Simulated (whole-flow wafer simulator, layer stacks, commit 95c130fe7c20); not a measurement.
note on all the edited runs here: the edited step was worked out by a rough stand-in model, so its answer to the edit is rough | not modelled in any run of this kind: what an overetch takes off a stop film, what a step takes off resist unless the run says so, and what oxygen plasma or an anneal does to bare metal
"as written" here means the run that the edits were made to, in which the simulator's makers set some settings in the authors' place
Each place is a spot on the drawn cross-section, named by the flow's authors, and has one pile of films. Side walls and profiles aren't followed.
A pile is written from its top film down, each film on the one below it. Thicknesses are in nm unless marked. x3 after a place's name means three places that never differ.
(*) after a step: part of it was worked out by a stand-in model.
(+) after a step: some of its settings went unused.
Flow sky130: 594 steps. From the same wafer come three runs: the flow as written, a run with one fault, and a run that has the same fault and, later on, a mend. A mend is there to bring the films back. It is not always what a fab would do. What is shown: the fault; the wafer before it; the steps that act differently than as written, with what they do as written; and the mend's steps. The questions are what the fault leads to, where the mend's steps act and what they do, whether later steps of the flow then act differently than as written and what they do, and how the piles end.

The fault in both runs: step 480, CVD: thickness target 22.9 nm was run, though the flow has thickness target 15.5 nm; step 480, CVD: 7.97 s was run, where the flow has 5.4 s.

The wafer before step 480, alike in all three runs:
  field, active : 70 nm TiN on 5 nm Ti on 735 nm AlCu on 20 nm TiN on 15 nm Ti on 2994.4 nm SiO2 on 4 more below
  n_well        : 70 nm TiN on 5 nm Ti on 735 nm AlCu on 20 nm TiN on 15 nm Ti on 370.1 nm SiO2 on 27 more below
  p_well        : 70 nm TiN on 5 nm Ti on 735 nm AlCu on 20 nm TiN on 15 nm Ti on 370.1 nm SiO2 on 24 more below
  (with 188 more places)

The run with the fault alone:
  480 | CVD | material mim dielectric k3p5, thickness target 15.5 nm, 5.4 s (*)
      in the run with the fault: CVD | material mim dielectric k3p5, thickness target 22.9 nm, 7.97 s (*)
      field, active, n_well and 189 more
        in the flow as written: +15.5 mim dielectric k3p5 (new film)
        in the run with the fault: +22.9 mim dielectric k3p5 (new film)
  Steps later in the flow that act otherwise than as written (not shown: 4 more steps that differ only slightly, by at most 2% or 0.5 nm, whichever is larger):
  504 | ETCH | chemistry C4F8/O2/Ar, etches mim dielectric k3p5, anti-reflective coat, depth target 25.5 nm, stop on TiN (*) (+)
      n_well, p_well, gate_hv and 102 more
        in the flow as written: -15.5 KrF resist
        in the run with the fault: -17 KrF resist
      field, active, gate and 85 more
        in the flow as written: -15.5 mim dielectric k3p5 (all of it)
        in the run with the fault: -22.9 mim dielectric k3p5 (all of it)
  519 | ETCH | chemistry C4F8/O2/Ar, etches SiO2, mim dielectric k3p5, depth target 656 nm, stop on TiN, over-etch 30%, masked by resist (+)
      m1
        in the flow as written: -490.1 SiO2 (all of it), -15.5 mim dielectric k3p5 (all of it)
        in the run with the fault: -482.7 SiO2 (all of it), -22.9 mim dielectric k3p5 (all of it)
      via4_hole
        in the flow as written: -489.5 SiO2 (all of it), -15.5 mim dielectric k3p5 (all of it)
        in the run with the fault: -482.1 SiO2 (all of it), -22.9 mim dielectric k3p5 (all of it)
  The piles end different from the flow's at n_well, p_well, gate_hv and 100 more by more than 2% or 0.5 nm, whichever is larger.
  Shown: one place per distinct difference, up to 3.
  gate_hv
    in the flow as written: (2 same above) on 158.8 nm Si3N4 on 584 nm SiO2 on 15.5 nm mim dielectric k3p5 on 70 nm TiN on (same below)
    in the run with the fault: (2 same above) on 158.8 nm Si3N4 on 576.6 nm SiO2 on 22.9 nm mim dielectric k3p5 on 70 nm TiN on (same below)
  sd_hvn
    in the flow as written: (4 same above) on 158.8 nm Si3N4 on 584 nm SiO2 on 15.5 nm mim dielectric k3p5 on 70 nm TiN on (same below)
    in the run with the fault: (4 same above) on 158.8 nm Si3N4 on 576.6 nm SiO2 on 22.9 nm mim dielectric k3p5 on 70 nm TiN on (same below)
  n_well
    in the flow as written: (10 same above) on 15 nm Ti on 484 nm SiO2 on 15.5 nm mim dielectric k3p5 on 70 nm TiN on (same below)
    in the run with the fault: (10 same above) on 15 nm Ti on 476.6 nm SiO2 on 22.9 nm mim dielectric k3p5 on 70 nm TiN on (same below)

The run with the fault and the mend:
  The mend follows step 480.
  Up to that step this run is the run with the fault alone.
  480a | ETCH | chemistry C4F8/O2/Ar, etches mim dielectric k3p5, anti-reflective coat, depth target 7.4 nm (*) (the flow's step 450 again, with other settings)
      field, active, n_well and 189 more
        -7.4 mim dielectric k3p5
  Later steps of the flow that are run all act as written at every place that is followed.
  By the end, the piles equal the flow's at every place that both follow.
